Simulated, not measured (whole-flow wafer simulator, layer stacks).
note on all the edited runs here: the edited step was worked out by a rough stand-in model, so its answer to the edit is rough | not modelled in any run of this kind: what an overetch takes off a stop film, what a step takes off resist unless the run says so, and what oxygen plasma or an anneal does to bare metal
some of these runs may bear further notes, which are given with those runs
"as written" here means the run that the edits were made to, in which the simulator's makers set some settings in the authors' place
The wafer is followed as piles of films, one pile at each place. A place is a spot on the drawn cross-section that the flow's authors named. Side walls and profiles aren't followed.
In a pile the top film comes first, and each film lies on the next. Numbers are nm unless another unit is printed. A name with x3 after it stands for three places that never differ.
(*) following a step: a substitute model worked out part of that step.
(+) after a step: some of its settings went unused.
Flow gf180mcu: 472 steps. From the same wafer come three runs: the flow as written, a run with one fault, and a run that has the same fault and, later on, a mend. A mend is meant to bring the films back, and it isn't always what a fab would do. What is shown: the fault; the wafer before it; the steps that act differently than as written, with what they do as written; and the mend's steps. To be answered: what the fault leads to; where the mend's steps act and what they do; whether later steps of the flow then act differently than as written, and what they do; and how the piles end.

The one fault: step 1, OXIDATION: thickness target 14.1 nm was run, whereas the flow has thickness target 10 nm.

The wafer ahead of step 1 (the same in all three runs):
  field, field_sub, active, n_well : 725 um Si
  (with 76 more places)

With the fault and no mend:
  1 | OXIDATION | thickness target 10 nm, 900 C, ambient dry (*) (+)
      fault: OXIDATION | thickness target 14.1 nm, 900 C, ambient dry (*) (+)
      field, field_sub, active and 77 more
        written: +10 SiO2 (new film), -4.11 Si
        fault: +14.1 SiO2 (new film), -5.92 Si
  Later steps of the flow acting differently than as written (98 more steps, not shown, differ only slightly: by at most 2% or 0.5 nm, whichever is larger):
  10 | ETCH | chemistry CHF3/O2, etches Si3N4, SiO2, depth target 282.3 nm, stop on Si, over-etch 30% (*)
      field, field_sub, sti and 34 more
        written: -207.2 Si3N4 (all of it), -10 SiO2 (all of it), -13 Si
        fault: -207.2 Si3N4 (all of it), -14.1 SiO2 (all of it), -12.2 Si
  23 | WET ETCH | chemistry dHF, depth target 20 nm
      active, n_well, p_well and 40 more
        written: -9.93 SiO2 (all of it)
        fault: -14 SiO2 (all of it)
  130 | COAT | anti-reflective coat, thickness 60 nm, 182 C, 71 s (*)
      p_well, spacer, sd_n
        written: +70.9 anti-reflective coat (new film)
        fault: +74.8 anti-reflective coat (new film)
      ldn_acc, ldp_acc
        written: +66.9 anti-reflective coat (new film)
        fault: +68.5 anti-reflective coat (new film)
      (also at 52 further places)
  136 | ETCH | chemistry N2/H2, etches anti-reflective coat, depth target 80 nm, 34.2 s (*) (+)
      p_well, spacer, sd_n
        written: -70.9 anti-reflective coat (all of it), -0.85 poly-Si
        fault: -74.8 anti-reflective coat (all of it), -0.75 poly-Si
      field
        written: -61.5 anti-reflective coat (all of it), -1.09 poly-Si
        fault: -60.2 anti-reflective coat (all of it), -1.12 poly-Si
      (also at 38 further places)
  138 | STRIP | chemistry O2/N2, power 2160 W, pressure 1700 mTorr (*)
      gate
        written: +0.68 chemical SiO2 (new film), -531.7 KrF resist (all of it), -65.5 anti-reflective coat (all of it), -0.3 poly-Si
        fault: +0.68 chemical SiO2 (new film), -531.8 KrF resist (all of it), -67.3 anti-reflective coat (all of it), -0.3 poly-Si
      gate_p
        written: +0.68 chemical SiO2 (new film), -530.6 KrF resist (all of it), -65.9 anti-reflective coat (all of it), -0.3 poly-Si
        fault: +0.68 chemical SiO2 (new film), -530.7 KrF resist (all of it), -67.9 anti-reflective coat (all of it), -0.3 poly-Si
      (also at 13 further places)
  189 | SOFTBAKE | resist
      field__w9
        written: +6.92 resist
        fault: -3.09 resist
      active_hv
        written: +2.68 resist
        fault: -0.45 resist
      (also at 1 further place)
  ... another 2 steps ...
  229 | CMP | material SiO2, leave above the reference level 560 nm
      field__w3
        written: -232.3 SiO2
        fault: -237.2 SiO2
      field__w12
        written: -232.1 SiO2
        fault: -237 SiO2
  When the end is reached, the piles differ only a little from the flow's at the places that both follow, at most by 2% or 0.5 nm, whichever is larger.

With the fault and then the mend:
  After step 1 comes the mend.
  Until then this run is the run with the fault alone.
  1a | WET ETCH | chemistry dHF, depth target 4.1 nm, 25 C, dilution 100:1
      field, field_sub, active and 77 more
        -4.1 SiO2
  Every later step of the flow that is run acts as written at every place that is followed.
  When the end is reached, the piles differ only a little from the flow's at the places that both follow, at most by 2% or 0.5 nm, whichever is larger.
